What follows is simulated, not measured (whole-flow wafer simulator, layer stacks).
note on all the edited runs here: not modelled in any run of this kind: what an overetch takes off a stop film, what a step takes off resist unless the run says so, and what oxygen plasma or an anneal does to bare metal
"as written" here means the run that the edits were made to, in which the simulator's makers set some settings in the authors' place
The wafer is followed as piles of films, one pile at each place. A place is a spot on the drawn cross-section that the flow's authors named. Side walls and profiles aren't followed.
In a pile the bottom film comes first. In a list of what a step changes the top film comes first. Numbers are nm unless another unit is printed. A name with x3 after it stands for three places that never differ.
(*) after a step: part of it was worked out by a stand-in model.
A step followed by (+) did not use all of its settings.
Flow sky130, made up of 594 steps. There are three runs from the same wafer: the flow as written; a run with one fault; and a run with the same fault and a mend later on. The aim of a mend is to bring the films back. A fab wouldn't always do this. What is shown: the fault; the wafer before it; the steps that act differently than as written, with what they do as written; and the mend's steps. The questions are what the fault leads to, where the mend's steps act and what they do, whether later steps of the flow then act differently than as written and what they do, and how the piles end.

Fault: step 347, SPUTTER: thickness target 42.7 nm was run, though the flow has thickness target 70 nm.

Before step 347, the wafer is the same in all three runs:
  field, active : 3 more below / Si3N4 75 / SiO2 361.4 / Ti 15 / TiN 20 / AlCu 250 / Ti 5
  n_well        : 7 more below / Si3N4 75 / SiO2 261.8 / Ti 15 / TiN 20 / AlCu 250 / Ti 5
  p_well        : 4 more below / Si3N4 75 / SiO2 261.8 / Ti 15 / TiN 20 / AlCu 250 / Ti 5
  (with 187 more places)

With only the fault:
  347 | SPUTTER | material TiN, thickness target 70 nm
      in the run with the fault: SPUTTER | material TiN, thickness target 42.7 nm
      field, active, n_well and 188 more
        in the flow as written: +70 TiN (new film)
        in the run with the fault: +42.7 TiN (new film)
  Steps later in the flow that act otherwise than as written (16 more steps, not shown, differ only slightly: by at most 2% or 0.5 nm, whichever is larger):
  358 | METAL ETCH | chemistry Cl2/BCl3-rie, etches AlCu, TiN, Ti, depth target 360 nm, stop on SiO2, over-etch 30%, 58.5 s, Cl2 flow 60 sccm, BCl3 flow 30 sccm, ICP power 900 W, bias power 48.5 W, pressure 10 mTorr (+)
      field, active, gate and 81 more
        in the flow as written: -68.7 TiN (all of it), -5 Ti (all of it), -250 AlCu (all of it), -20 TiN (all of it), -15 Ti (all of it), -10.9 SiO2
        in the run with the fault: -41.4 TiN (all of it), -5 Ti (all of it), -250 AlCu (all of it), -20 TiN (all of it), -15 Ti (all of it), -13.7 SiO2
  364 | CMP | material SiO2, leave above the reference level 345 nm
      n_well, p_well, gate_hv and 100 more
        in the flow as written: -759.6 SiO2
        in the run with the fault: -732.3 SiO2
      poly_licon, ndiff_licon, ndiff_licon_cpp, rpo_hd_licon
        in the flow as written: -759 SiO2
        in the run with the fault: -731.7 SiO2
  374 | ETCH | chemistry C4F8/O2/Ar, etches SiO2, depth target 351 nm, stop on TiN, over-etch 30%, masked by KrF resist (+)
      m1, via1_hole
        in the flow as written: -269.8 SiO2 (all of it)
        in the run with the fault: -297.1 SiO2 (all of it)
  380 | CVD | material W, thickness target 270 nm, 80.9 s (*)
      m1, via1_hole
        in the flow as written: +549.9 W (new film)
        in the run with the fault: +577.7 W (new film)
  By the end, the piles at n_well, p_well, gate_hv and 104 more depart from the flow's by more than 2% or 0.5 nm, whichever is larger.
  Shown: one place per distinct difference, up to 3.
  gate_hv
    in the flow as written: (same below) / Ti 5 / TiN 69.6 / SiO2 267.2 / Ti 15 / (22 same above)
    in the run with the fault: (same below) / Ti 5 / TiN 42.3 / SiO2 294.5 / Ti 15 / (22 same above)
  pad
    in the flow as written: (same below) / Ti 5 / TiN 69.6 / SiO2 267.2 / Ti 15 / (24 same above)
    in the run with the fault: (same below) / Ti 5 / TiN 42.3 / SiO2 294.5 / Ti 15 / (24 same above)
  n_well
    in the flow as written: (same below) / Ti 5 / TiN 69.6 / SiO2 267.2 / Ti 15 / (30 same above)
    in the run with the fault: (same below) / Ti 5 / TiN 42.3 / SiO2 294.5 / Ti 15 / (30 same above)

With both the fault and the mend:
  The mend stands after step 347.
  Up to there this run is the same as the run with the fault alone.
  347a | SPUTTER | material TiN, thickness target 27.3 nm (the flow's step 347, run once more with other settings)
      field, active, n_well and 188 more
        +27.3 TiN
  Every later step of the flow that is run acts as written at every place that is followed.
  The piles end the same as the flow's at every place that both follow.
